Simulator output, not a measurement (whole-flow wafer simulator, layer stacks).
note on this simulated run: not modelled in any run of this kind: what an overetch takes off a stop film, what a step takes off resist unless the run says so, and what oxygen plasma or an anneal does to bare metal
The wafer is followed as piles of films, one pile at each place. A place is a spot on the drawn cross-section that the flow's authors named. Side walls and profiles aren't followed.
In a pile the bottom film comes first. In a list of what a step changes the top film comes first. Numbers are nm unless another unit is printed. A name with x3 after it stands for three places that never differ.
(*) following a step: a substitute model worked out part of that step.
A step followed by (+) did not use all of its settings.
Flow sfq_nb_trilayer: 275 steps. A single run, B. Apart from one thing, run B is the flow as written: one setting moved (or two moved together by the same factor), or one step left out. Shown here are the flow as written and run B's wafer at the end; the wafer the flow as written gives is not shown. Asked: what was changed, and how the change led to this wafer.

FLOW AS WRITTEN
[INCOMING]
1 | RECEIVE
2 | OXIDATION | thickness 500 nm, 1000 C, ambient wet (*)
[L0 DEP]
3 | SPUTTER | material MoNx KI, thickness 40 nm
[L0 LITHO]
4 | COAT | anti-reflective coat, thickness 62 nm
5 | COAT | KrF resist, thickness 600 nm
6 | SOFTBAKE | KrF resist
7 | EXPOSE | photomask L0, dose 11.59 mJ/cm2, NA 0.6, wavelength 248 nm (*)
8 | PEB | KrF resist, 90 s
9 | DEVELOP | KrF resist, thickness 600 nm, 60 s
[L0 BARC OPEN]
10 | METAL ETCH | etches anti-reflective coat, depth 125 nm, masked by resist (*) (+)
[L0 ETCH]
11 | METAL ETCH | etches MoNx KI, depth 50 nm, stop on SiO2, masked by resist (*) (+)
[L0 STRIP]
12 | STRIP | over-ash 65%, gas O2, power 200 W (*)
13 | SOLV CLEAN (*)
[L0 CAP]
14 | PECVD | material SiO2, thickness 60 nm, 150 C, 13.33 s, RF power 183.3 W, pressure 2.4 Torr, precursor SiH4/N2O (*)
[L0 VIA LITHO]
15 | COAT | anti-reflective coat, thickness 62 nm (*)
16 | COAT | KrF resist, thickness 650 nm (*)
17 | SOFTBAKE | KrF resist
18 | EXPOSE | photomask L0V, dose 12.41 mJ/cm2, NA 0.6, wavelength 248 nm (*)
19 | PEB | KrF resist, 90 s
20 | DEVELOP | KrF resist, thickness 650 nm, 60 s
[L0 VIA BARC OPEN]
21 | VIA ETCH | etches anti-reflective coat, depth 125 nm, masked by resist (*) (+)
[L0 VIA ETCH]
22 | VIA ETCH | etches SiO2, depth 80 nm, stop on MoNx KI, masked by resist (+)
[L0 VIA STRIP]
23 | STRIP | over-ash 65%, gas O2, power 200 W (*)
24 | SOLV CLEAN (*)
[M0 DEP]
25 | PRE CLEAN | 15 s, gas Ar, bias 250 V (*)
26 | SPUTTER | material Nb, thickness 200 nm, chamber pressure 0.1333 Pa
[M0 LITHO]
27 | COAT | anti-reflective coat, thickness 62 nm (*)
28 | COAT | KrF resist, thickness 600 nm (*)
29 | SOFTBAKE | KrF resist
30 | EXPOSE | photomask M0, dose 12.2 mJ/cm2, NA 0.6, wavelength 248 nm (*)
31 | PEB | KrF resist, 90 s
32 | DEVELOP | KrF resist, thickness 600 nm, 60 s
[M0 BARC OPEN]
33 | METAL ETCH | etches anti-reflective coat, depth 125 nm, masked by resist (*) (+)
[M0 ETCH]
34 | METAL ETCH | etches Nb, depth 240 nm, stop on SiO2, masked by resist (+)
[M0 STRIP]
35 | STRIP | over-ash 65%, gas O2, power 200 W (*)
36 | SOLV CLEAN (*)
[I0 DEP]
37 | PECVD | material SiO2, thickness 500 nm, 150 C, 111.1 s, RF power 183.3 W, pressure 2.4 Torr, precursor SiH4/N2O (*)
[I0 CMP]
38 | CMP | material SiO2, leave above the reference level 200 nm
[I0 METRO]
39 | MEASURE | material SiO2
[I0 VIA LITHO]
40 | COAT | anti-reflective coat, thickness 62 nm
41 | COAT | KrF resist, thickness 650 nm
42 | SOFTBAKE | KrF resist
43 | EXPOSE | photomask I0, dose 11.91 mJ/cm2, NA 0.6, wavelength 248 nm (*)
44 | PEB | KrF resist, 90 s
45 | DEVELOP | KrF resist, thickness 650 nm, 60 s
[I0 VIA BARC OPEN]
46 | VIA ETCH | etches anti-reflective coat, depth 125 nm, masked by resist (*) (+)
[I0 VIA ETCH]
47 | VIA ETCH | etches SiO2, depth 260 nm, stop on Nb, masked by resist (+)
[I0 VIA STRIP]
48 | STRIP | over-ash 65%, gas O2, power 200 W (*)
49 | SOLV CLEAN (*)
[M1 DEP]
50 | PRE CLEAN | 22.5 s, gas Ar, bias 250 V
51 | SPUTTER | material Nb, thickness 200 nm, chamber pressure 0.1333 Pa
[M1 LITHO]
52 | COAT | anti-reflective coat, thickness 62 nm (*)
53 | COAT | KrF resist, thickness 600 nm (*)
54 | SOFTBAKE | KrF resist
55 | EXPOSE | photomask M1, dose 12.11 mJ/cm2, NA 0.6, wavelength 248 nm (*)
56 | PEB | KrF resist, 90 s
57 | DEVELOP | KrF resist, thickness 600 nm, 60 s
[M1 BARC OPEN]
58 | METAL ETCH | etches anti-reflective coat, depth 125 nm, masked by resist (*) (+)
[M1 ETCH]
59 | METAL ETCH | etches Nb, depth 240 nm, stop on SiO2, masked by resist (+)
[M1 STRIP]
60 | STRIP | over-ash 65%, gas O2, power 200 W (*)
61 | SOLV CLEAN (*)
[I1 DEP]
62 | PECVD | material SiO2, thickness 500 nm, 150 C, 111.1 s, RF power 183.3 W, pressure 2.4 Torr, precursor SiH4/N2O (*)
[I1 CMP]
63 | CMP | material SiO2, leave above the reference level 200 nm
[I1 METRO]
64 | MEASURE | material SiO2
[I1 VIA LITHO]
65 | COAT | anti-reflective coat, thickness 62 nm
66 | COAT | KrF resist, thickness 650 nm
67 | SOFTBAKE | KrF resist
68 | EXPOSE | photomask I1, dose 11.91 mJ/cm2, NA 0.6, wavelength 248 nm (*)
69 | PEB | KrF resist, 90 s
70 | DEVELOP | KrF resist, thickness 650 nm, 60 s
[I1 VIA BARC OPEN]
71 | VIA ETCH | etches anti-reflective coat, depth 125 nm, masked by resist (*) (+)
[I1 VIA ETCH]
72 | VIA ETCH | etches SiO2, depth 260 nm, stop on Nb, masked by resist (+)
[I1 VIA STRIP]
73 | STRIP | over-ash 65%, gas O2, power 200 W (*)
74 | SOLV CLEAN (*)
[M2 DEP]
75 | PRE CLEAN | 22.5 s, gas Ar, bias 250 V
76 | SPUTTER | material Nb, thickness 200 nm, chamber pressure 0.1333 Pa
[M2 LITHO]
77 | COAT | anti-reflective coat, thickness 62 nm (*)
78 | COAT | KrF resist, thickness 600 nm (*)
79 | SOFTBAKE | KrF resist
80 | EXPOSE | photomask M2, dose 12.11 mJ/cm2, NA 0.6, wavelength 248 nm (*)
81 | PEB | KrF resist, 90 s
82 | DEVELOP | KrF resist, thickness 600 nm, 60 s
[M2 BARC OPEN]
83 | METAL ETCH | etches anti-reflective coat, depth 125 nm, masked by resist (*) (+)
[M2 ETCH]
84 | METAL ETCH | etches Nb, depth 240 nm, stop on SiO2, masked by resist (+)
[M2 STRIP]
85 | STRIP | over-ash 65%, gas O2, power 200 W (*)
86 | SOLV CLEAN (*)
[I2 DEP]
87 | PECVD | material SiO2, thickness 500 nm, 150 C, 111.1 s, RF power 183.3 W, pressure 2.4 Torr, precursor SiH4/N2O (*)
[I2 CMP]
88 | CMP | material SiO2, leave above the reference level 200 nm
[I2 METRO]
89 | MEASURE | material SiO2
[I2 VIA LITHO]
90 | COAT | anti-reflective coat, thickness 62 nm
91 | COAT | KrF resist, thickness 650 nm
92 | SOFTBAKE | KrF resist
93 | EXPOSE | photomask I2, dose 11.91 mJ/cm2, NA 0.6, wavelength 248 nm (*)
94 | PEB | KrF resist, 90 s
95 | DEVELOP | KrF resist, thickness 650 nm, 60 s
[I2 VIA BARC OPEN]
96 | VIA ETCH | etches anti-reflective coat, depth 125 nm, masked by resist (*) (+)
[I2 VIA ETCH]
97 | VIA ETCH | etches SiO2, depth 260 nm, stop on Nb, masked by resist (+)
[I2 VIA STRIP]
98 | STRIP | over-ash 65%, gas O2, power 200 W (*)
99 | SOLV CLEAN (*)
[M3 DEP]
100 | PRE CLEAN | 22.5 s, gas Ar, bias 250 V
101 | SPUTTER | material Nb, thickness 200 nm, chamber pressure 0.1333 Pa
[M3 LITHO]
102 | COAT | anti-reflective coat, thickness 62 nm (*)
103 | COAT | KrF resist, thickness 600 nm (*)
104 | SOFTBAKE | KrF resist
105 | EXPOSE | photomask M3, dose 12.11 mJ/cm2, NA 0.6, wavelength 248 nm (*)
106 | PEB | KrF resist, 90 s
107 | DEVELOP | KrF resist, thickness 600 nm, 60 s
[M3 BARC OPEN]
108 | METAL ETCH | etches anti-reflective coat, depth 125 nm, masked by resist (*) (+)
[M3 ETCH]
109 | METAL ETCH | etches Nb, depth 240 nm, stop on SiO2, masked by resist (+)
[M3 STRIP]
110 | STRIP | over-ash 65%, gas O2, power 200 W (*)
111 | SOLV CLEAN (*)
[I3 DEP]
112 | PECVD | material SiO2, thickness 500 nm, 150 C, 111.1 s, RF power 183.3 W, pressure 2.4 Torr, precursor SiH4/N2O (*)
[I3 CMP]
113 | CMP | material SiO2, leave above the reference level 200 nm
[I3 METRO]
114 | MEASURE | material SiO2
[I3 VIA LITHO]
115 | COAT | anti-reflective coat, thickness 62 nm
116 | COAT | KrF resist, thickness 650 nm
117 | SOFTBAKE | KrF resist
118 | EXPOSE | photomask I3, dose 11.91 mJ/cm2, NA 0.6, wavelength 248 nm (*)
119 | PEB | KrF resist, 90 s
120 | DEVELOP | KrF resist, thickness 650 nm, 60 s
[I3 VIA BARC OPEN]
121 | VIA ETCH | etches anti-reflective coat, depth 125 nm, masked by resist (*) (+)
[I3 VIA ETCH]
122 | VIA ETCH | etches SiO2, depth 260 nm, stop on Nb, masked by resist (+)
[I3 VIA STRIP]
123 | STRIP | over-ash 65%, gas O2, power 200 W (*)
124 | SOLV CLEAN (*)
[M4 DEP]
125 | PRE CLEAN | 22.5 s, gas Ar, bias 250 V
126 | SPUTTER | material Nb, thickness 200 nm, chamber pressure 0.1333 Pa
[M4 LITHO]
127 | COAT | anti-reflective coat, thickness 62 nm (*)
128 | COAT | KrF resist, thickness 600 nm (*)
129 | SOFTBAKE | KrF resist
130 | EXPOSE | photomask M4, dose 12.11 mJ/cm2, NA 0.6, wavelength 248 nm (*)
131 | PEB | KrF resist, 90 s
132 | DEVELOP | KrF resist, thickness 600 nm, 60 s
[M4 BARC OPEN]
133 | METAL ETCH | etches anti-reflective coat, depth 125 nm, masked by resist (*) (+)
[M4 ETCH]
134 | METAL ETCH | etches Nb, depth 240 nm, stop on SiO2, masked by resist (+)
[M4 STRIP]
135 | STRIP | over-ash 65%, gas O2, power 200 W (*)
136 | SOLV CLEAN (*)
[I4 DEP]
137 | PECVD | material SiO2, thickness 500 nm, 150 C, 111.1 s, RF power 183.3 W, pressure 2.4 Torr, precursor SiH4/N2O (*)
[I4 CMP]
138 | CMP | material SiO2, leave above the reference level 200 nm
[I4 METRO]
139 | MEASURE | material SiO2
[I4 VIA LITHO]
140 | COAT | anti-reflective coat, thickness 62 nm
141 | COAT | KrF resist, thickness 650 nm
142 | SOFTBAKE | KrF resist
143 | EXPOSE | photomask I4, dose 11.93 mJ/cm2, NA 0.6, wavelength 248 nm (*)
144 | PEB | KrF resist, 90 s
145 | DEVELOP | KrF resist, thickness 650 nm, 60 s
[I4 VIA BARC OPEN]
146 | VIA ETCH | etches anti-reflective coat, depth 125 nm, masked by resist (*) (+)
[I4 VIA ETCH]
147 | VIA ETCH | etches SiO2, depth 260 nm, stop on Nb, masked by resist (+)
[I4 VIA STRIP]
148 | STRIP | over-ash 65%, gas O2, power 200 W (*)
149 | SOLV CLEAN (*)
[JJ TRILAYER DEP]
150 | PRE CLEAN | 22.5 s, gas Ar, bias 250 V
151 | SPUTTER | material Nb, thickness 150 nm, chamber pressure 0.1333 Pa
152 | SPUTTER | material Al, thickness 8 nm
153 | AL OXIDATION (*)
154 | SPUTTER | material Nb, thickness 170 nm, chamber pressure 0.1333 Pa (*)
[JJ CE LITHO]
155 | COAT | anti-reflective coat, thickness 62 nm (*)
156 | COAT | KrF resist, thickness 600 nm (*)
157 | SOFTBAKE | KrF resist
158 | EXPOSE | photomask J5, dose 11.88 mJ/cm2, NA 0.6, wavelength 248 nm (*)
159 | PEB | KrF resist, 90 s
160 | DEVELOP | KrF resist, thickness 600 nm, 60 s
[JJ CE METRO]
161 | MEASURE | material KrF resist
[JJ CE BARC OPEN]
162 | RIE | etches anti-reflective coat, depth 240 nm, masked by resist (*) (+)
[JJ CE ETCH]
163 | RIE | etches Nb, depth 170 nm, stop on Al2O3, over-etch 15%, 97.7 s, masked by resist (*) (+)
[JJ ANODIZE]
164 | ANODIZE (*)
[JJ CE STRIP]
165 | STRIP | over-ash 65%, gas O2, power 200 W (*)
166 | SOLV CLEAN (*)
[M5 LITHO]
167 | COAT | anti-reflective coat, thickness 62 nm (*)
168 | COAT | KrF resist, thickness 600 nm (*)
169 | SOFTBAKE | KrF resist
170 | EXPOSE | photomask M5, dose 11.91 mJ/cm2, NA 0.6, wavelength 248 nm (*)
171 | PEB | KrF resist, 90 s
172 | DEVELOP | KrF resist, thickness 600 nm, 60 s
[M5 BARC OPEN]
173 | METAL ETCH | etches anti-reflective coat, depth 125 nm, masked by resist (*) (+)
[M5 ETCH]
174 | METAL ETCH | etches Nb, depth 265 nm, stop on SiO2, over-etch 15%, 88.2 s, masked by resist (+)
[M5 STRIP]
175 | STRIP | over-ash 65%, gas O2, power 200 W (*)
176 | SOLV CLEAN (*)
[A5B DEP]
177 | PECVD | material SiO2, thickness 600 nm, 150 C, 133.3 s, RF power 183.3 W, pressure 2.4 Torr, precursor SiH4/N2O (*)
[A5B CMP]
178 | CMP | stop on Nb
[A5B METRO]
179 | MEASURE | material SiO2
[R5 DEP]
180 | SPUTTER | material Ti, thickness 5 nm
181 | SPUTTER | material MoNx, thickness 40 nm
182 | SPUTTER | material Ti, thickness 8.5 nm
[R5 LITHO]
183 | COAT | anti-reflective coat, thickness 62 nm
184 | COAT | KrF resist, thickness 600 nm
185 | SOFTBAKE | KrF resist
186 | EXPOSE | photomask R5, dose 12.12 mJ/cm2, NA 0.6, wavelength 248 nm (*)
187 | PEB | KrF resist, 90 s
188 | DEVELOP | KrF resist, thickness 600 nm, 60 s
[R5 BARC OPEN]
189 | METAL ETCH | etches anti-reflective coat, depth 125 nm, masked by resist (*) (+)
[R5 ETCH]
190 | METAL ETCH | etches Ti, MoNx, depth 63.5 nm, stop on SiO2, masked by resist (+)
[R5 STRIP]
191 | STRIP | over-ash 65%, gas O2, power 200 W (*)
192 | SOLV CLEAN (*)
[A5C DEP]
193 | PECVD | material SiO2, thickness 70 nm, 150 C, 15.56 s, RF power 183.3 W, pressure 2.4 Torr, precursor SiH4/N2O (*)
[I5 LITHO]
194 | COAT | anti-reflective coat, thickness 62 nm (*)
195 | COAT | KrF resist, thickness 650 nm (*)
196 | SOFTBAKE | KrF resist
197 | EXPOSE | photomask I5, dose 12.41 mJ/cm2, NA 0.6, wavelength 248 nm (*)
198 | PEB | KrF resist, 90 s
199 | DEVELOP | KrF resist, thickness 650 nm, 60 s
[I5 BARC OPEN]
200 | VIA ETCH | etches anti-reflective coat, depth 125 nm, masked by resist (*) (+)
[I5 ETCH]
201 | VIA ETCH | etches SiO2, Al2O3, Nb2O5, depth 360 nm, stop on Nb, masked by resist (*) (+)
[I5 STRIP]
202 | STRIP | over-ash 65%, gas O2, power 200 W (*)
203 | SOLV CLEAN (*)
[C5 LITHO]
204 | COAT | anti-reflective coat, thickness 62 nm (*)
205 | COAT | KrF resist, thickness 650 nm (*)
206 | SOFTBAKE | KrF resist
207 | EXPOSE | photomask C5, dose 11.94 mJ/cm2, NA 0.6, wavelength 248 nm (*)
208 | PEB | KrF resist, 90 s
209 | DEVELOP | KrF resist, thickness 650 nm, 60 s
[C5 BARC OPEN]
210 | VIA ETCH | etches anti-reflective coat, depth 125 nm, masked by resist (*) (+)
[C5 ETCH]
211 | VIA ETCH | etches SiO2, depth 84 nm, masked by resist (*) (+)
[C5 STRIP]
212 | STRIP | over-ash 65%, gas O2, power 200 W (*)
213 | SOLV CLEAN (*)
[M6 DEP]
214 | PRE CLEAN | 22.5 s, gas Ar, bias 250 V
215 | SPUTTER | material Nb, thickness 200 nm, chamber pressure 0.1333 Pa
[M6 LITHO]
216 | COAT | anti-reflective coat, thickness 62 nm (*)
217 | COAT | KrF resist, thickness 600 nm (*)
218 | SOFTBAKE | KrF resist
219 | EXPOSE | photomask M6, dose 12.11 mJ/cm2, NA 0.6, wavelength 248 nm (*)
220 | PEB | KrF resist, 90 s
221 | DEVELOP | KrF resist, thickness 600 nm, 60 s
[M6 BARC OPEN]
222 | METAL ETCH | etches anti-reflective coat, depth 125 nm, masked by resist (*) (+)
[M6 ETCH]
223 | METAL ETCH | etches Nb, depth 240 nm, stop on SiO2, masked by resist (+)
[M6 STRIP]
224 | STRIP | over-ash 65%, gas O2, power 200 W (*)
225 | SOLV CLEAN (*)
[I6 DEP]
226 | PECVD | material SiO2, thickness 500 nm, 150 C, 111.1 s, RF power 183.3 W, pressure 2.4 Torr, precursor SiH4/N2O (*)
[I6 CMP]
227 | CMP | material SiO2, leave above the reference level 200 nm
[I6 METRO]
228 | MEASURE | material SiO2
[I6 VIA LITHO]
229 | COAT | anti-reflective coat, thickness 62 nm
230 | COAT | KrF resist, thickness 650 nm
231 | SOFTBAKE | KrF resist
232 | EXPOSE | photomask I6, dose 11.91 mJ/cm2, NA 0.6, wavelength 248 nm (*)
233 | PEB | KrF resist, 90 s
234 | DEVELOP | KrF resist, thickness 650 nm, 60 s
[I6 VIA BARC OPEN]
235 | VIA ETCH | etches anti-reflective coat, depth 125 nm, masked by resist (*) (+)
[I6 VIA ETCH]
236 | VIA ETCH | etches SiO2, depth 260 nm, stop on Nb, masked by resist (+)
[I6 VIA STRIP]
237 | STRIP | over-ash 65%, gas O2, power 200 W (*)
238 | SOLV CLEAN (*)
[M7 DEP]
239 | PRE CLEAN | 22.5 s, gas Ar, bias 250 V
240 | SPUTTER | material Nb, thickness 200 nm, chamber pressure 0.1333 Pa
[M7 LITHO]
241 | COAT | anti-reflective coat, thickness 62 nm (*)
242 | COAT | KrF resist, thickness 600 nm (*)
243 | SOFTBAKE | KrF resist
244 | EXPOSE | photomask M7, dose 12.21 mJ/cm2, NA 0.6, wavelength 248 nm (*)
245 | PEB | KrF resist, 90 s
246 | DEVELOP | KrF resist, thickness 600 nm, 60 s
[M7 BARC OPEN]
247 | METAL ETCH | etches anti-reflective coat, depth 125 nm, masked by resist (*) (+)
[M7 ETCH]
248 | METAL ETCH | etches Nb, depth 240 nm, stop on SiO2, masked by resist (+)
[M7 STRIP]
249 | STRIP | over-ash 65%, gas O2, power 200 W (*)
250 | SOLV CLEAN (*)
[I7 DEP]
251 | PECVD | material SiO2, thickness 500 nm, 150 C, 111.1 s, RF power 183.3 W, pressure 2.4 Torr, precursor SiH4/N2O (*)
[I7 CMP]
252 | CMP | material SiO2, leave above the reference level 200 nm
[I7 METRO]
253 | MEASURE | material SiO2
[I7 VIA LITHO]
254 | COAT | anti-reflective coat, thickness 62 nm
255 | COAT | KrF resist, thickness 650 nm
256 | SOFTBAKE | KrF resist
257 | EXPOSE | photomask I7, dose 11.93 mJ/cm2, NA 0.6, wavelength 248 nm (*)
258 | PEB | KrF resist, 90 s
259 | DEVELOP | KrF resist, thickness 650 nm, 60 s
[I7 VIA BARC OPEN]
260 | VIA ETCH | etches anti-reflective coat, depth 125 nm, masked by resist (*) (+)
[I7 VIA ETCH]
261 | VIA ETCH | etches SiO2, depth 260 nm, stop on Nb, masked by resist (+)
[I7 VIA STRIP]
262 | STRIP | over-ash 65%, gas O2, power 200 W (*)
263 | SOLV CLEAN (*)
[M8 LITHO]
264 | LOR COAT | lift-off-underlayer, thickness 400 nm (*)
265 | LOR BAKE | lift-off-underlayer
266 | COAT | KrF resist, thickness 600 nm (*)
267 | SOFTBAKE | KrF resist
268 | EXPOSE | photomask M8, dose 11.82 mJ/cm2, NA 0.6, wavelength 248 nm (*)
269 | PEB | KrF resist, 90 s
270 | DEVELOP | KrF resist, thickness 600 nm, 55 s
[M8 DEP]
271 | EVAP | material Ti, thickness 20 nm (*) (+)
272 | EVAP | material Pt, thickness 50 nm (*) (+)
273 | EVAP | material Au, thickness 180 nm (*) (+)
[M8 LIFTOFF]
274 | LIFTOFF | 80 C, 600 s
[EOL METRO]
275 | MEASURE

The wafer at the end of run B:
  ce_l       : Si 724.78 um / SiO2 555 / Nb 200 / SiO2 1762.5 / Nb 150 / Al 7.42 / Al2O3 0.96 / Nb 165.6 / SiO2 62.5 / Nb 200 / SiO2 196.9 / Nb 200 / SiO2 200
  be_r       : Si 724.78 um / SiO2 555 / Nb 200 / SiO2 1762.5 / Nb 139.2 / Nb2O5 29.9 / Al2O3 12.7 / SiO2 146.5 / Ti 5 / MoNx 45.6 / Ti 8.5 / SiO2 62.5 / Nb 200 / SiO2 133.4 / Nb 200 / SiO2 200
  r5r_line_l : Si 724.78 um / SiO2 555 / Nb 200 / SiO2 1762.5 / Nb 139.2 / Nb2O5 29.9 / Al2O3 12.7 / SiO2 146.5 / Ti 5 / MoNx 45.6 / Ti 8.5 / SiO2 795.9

What caused this: step 181, SPUTTER: thickness 45.6 nm was run, though the flow has thickness 40 nm.
The wafer itself shows it: be_r has MoNx 45.6, and step 181 as written asks for 40 nm.

How this came from the change, step by step:
  181 | SPUTTER | material MoNx, thickness 40 nm
      field_l, v_sur, via_wl and 103 more: +45.6 MoNx (new film) (as written it would have been: +40 MoNx (new film))
  190 | METAL ETCH | etches Ti, MoNx, depth 63.5 nm, stop on SiO2, masked by resist (+)
      field_l, v_sur, via_wl and 92 more: -8.5 Ti (all of it), -45.6 MoNx (all of it), -5 Ti (all of it) (as written it would have been: -8.5 Ti (all of it), -40 MoNx (all of it), -5 Ti (all of it))
      ce_l, c5j, ce_r, wl_jj: -8.5 Ti (all of it), -45.6 MoNx (all of it), -5 Ti (all of it), -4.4 Nb (as written it would have been: -8.5 Ti (all of it), -40 MoNx (all of it), -5 Ti (all of it), -10 Nb)
  194 | COAT | anti-reflective coat, thickness 62 nm (*)
      r5r_spacepad_l, r5r_spacepad_r: +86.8 anti-reflective coat (new film) (as written it would have been: +84.4 anti-reflective coat (new film))
      ce_l: +64.7 anti-reflective coat (new film) (as written it would have been: +67.2 anti-reflective coat (new film))
      (as well as at 4 more places)
  202 | STRIP | over-ash 65%, gas O2, power 200 W (*)
      r5r_spacepad_l, r5r_spacepad_r: -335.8 KrF resist (all of it), -86.8 anti-reflective coat (all of it) (as written it would have been: -335.6 KrF resist (all of it), -84.4 anti-reflective coat (all of it))
      ce_l: -340 KrF resist (all of it), -64.7 anti-reflective coat (all of it) (as written it would have been: -341.5 KrF resist (all of it), -67.2 anti-reflective coat (all of it))
      (as well as at 4 more places)
  204 | COAT | anti-reflective coat, thickness 62 nm (*)
      r5r_spacepad_l, r5r_spacepad_r: +86.8 anti-reflective coat (new film) (as written it would have been: +84.4 anti-reflective coat (new film))
      ce_l: +63.5 anti-reflective coat (new film) (as written it would have been: +66 anti-reflective coat (new film))
      (as well as at 4 more places)
  210 | VIA ETCH | etches anti-reflective coat, depth 125 nm, masked by resist (*) (+)
      c5j: -62.5 anti-reflective coat (all of it), -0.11 SiO2 (as written it would have been: -63.9 anti-reflective coat (all of it), -0.11 SiO2)
  212 | STRIP | over-ash 65%, gas O2, power 200 W (*)
      r5r_spacepad_l, r5r_spacepad_r: -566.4 KrF resist (all of it), -86.8 anti-reflective coat (all of it) (as written it would have been: -565.8 KrF resist (all of it), -84.4 anti-reflective coat (all of it))
      ce_l: -566.3 KrF resist (all of it), -63.5 anti-reflective coat (all of it) (as written it would have been: -567.4 KrF resist (all of it), -66 anti-reflective coat (all of it))
      (as well as at 3 more places)
  216 | COAT | anti-reflective coat, thickness 62 nm (*)
      r5r_spacepad_l, r5r_spacepad_r: +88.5 anti-reflective coat (new film) (as written it would have been: +85.7 anti-reflective coat (new film))
      jj_sur: +57.6 anti-reflective coat (new film) (as written it would have been: +56.1 anti-reflective coat (new film))
      (as well as at 4 more places)
  222 | METAL ETCH | etches anti-reflective coat, depth 125 nm, masked by resist (*) (+)
      r5r_spacepad_l, r5r_spacepad_r: -88.5 anti-reflective coat (all of it) (as written it would have been: -85.7 anti-reflective coat (all of it))
  224 | STRIP | over-ash 65%, gas O2, power 200 W (*)
      jj_sur: -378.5 KrF resist (all of it), -57.6 anti-reflective coat (all of it) (as written it would have been: -378.5 KrF resist (all of it), -56.1 anti-reflective coat (all of it))
      ce_l: -395 KrF resist (all of it), -46.3 anti-reflective coat (all of it) (as written it would have been: -397.1 KrF resist (all of it), -48 anti-reflective coat (all of it))
      (as well as at 3 more places)
  227 | CMP | material SiO2, leave above the reference level 200 nm
      r5r_line_l, r5r_spacepad_l, r5r_spacepad_r, r5r_line_c, r5r_line_r: -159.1 SiO2 (as written it would have been: -153.5 SiO2)
      c5j: -228.6 SiO2 (as written it would have been: -223 SiO2)
